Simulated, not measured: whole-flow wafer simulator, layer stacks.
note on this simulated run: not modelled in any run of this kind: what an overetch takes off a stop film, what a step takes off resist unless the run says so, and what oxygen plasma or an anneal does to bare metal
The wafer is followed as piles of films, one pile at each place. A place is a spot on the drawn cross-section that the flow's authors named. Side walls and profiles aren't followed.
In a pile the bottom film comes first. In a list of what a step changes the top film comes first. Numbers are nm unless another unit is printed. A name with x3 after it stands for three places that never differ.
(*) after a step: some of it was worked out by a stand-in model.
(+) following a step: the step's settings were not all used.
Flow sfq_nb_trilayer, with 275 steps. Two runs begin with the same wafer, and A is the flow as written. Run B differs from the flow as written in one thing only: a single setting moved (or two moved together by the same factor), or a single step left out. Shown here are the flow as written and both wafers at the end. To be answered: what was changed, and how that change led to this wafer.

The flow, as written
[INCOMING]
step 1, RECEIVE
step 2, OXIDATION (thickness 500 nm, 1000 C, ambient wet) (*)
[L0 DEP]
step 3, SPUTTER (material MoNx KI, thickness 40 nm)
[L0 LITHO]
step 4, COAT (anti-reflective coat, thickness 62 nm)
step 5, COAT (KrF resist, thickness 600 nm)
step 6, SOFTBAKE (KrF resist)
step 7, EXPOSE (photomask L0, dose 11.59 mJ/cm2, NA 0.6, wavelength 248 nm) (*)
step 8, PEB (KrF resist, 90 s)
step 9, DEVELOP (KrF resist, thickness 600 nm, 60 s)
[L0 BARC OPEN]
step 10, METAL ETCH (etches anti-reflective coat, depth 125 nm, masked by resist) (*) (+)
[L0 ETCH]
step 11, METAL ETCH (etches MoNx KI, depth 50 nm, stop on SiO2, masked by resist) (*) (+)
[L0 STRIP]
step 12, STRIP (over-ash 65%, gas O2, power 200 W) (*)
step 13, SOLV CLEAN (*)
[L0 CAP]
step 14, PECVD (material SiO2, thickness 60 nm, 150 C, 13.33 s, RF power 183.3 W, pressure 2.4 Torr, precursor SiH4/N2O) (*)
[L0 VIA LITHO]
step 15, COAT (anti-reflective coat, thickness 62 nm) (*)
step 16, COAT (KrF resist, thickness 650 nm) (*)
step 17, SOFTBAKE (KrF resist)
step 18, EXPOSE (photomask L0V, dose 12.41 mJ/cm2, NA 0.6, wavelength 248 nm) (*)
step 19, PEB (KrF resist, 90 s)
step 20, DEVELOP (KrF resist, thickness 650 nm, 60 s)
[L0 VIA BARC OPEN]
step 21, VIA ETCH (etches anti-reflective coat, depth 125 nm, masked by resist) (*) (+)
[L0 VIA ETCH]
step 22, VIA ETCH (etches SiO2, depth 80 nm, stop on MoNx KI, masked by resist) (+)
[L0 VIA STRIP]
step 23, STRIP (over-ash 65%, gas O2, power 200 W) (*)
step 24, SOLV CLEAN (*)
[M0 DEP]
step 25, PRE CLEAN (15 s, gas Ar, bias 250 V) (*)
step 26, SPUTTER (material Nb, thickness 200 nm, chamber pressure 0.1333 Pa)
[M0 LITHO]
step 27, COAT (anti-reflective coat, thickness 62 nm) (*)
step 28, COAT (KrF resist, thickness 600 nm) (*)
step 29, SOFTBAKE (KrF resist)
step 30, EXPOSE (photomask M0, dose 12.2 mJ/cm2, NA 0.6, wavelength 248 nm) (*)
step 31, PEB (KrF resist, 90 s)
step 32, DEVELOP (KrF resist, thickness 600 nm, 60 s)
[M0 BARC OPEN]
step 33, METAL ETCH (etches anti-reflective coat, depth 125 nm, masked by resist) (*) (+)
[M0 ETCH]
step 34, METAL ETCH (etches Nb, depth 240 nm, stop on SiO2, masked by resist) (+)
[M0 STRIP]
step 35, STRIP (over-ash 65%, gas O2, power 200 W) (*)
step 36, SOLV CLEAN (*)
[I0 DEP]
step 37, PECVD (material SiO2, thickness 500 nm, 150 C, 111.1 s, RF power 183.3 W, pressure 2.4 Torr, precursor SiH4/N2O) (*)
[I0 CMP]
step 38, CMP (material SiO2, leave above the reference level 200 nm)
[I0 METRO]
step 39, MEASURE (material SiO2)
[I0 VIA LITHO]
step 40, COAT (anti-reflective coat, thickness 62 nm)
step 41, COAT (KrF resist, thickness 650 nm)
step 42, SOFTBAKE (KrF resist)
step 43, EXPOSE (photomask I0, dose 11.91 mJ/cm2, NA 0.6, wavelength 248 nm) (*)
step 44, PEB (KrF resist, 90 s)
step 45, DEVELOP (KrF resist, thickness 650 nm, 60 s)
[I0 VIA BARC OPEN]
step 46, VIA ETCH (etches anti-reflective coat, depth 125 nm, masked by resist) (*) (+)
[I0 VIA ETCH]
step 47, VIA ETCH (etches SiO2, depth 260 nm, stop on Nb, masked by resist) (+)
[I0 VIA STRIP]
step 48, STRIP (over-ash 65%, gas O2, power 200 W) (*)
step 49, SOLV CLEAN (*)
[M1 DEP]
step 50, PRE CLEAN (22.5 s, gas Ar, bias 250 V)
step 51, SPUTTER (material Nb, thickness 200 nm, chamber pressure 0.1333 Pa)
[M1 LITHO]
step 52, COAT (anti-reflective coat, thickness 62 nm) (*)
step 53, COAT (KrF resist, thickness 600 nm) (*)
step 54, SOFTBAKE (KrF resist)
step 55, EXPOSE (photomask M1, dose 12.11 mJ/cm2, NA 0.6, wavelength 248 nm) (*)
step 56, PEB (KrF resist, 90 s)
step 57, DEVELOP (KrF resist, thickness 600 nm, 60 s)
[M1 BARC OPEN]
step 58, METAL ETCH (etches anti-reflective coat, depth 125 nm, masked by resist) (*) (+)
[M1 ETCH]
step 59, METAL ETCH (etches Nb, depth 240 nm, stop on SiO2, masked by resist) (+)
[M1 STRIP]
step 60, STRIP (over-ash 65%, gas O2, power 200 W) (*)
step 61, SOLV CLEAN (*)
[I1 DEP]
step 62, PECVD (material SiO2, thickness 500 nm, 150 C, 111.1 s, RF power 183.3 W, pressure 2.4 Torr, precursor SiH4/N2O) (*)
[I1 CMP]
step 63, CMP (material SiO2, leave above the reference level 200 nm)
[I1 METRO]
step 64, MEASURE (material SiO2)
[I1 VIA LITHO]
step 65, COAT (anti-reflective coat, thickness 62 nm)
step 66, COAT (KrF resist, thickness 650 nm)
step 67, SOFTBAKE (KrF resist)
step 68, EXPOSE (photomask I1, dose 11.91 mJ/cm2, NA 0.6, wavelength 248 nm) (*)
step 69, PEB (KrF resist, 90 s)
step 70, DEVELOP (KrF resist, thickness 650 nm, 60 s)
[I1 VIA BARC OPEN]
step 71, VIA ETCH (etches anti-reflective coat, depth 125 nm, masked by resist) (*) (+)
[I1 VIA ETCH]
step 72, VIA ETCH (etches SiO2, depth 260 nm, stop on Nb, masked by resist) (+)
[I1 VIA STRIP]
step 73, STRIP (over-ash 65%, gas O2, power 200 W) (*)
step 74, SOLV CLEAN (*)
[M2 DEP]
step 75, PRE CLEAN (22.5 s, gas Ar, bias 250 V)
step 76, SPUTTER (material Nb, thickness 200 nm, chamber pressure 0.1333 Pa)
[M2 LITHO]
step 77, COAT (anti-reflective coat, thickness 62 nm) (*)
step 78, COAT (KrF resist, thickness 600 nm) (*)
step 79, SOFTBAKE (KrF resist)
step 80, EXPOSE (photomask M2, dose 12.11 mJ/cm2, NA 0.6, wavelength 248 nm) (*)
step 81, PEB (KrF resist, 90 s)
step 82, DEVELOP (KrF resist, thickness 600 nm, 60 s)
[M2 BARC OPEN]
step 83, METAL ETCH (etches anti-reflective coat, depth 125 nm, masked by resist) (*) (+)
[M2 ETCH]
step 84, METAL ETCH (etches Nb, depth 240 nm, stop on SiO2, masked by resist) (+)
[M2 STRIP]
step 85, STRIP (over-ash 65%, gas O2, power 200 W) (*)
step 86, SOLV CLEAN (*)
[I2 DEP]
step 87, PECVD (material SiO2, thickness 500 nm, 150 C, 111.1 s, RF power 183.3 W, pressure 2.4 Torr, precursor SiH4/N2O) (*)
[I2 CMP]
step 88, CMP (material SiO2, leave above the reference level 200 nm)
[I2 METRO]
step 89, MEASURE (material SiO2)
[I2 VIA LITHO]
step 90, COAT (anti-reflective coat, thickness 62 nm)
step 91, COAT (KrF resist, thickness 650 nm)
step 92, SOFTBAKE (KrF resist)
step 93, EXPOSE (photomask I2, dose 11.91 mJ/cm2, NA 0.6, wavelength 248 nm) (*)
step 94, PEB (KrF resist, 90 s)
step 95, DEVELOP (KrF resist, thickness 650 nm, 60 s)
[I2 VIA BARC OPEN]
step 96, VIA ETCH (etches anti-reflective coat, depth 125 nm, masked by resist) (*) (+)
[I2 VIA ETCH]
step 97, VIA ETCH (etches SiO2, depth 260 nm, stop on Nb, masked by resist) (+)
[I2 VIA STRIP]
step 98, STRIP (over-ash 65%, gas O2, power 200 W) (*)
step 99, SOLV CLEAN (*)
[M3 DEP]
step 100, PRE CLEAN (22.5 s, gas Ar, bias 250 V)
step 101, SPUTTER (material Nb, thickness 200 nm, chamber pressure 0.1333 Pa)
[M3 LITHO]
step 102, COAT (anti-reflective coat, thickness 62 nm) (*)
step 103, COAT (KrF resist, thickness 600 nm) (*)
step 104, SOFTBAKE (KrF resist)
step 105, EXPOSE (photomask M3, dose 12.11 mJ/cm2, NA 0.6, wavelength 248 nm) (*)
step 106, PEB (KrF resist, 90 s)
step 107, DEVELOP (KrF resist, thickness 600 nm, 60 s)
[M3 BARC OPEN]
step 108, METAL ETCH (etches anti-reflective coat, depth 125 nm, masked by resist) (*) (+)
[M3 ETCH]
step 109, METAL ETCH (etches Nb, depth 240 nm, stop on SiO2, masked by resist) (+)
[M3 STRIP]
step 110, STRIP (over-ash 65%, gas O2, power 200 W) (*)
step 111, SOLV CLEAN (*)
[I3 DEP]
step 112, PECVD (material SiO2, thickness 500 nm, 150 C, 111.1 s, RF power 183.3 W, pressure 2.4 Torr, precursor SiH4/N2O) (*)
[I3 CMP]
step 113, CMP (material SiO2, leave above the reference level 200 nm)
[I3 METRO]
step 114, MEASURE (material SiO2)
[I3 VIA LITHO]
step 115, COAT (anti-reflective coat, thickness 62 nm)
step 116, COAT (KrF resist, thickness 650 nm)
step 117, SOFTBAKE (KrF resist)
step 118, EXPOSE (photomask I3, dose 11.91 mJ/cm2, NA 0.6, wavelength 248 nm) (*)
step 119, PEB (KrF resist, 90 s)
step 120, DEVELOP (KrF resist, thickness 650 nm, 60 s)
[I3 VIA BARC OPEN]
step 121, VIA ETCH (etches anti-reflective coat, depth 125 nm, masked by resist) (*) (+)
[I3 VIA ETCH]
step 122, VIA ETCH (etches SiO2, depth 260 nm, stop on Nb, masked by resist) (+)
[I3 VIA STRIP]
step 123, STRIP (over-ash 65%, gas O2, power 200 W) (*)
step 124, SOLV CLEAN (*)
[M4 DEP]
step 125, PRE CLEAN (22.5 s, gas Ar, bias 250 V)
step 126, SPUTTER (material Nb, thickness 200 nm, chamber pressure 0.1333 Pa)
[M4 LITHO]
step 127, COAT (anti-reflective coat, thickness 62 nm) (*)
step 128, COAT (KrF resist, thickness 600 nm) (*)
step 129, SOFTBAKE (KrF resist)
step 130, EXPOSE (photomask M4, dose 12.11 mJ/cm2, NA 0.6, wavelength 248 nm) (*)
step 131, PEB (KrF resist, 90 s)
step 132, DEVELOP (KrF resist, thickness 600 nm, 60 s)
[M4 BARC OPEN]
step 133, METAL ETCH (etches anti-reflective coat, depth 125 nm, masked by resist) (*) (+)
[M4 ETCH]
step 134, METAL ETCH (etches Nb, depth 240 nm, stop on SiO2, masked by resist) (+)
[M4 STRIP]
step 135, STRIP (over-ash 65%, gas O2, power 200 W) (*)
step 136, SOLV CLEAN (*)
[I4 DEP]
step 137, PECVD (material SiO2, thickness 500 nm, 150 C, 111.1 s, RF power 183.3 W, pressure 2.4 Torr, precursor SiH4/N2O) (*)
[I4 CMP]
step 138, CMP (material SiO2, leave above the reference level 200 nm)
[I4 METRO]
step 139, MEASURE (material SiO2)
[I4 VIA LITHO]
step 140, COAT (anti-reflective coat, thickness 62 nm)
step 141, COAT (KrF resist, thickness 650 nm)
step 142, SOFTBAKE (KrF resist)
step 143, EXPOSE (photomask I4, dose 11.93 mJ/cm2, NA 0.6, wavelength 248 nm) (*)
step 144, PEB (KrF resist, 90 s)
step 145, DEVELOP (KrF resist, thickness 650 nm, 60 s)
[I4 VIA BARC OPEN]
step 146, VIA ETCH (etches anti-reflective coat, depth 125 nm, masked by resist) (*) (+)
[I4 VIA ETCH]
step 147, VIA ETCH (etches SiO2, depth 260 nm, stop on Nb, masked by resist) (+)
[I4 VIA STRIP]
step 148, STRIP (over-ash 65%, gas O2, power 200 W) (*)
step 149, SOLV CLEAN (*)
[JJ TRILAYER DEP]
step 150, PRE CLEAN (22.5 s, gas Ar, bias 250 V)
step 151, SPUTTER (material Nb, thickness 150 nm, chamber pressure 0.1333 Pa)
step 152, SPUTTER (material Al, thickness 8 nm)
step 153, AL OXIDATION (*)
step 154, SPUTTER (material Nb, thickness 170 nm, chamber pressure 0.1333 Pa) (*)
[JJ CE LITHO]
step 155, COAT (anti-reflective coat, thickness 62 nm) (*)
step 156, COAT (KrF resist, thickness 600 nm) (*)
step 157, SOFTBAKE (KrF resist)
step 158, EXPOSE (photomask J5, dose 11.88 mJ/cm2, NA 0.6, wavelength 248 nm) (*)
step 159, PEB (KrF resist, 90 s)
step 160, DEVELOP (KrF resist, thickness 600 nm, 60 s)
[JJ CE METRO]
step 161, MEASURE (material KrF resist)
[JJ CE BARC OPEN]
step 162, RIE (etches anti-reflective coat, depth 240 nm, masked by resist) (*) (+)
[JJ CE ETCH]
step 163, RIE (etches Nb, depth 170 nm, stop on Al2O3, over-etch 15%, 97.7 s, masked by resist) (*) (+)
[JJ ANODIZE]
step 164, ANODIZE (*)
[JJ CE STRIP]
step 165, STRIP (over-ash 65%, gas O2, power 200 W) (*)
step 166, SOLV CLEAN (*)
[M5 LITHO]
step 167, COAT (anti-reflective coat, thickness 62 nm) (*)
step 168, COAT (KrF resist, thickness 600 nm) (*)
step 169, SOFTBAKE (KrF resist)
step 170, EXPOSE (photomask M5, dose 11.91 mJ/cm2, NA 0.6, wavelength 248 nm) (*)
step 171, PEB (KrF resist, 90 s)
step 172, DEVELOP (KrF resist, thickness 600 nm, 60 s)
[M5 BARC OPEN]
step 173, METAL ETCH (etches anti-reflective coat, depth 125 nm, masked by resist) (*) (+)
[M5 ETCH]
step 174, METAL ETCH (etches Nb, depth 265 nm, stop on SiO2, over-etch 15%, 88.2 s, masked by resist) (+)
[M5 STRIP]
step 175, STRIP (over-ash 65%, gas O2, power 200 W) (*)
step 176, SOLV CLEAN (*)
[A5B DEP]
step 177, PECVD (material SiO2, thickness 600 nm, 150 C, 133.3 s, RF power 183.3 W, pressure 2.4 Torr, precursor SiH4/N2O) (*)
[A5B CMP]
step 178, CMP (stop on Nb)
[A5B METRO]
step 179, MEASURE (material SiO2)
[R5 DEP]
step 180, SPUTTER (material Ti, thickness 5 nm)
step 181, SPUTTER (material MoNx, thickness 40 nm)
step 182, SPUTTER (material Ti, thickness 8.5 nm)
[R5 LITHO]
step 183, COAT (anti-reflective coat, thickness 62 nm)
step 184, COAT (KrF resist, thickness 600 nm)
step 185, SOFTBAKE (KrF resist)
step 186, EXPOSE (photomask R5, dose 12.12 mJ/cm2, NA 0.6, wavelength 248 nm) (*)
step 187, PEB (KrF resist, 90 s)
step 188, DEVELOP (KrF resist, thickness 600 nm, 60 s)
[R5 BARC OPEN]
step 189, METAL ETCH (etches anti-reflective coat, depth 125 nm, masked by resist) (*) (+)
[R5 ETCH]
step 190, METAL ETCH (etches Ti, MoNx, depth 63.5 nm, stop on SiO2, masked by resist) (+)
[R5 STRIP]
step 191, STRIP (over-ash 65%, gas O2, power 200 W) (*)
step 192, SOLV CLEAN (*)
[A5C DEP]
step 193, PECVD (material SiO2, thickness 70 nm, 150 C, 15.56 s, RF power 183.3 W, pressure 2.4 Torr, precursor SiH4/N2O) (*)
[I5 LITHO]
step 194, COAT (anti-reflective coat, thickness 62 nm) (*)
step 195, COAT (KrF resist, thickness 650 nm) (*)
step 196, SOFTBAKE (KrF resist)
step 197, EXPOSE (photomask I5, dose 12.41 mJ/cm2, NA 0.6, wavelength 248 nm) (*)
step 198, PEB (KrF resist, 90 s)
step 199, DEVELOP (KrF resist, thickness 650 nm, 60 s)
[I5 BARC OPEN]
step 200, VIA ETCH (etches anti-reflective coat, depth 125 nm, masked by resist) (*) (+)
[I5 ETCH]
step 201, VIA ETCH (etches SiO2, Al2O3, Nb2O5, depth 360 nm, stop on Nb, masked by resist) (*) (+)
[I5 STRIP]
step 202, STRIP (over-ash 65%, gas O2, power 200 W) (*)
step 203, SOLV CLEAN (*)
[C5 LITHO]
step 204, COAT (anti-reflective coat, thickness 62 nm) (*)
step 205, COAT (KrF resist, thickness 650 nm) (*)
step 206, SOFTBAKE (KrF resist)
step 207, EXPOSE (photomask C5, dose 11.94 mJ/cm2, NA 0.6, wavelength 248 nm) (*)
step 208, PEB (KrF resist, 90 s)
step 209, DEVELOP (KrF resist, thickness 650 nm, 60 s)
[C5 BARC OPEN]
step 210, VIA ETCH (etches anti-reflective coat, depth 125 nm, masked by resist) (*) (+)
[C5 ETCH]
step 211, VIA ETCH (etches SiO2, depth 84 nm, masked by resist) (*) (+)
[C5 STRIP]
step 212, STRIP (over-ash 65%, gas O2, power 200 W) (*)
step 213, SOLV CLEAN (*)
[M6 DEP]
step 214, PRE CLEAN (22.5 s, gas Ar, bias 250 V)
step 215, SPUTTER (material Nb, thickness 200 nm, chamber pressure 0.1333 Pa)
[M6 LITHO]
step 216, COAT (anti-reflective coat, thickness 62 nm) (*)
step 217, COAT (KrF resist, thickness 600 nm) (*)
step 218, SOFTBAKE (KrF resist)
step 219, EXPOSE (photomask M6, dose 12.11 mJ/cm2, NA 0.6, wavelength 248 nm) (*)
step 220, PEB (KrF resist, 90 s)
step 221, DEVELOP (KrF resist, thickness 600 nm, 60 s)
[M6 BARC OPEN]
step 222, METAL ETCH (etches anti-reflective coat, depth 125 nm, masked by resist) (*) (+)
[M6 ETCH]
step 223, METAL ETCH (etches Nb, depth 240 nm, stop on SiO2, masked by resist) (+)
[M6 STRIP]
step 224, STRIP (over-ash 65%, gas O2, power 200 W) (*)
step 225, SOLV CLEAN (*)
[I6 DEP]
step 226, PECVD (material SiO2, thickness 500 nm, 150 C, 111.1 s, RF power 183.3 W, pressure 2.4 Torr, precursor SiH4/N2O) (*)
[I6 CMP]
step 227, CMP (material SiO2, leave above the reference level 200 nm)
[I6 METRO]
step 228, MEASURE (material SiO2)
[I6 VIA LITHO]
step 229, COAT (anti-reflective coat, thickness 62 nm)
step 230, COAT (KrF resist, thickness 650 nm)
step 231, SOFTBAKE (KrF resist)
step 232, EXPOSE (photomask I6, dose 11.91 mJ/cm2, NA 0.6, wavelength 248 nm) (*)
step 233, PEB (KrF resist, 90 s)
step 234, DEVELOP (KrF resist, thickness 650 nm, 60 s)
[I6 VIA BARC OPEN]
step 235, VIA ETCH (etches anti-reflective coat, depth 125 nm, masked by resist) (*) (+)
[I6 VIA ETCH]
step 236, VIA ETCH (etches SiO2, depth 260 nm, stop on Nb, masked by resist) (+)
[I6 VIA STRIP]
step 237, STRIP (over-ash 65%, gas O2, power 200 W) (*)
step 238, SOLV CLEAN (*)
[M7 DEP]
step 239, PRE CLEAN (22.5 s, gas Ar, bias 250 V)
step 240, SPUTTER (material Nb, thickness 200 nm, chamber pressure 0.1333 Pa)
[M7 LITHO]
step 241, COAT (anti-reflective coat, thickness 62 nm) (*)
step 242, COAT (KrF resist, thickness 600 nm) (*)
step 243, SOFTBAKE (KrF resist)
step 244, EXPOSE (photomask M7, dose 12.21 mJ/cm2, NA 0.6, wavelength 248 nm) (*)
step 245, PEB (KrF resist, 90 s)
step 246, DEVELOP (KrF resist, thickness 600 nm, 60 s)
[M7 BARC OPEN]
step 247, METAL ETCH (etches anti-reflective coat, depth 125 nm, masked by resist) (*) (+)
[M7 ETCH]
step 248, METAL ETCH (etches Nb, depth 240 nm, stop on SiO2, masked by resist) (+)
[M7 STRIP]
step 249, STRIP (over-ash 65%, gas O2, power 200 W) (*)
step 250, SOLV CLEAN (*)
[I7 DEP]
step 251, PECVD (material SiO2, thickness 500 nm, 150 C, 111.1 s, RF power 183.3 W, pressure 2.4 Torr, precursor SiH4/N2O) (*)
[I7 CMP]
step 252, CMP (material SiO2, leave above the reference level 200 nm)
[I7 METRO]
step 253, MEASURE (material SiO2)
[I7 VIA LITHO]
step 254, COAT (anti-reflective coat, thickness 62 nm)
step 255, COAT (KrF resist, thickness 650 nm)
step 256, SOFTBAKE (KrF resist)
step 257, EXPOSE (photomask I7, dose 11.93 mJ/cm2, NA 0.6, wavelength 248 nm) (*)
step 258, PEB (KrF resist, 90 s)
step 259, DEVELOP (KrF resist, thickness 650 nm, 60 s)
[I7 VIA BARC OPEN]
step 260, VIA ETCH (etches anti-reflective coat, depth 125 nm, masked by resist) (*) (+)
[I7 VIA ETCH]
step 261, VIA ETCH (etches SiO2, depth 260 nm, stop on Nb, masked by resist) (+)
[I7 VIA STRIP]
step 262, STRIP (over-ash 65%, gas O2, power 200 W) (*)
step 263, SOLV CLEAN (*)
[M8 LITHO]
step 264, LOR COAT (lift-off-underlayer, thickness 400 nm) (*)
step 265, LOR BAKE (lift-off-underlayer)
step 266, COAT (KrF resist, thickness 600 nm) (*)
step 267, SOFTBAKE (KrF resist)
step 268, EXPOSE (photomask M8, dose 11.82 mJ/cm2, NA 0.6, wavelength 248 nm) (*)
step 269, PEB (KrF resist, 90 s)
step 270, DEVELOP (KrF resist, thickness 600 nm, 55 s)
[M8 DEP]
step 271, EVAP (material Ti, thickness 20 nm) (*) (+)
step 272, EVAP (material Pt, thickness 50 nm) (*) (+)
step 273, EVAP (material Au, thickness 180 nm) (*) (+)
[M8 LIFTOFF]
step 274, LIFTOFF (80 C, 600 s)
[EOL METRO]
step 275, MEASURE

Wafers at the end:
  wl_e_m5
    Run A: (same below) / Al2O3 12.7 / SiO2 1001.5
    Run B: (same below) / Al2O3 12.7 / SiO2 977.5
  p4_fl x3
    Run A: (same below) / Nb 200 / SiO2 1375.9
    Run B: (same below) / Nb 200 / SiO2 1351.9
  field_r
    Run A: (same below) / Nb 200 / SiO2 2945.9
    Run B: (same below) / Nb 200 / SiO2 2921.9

What caused this: step 215, SPUTTER: thickness 176 nm was run, while the flow as written has thickness 200 nm.

How this came from the change, step by step:
  step 215, SPUTTER (material Nb, thickness 200 nm, chamber pressure 0.1333 Pa)
      field_l, v_sur, via_wl and 100 more: A Nb gains 200 (new film) | B Nb gains 176 (new film)
      be: A Nb gains 147.3 | B Nb gains 129.9
      (also at 2 further places)
  step 223, METAL ETCH (etches Nb, depth 240 nm, stop on SiO2, masked by resist) (+)
      field_l, gap, moat and 76 more: A Nb loses 200 (all of it) | B Nb loses 176 (all of it)
  step 226, PECVD (material SiO2, thickness 500 nm, 150 C, 111.1 s, RF power 183.3 W, pressure 2.4 Torr, precursor SiH4/N2O) (*)
      gap, wl_a_sl, m6r_space_l x2: A SiO2 gains 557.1 | B SiO2 gains 533.1
  step 227, CMP (material SiO2, leave above the reference level 200 nm)
      field_l, p4_fl x3, p4_w1 x9 and 49 more: A SiO2 loses 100 | B SiO2 loses 124
      moat, field_r, lsp_l, ln_m5, lsp_m: A SiO2 loses 93.6 | B SiO2 loses 118.4
      (also at 8 further places)
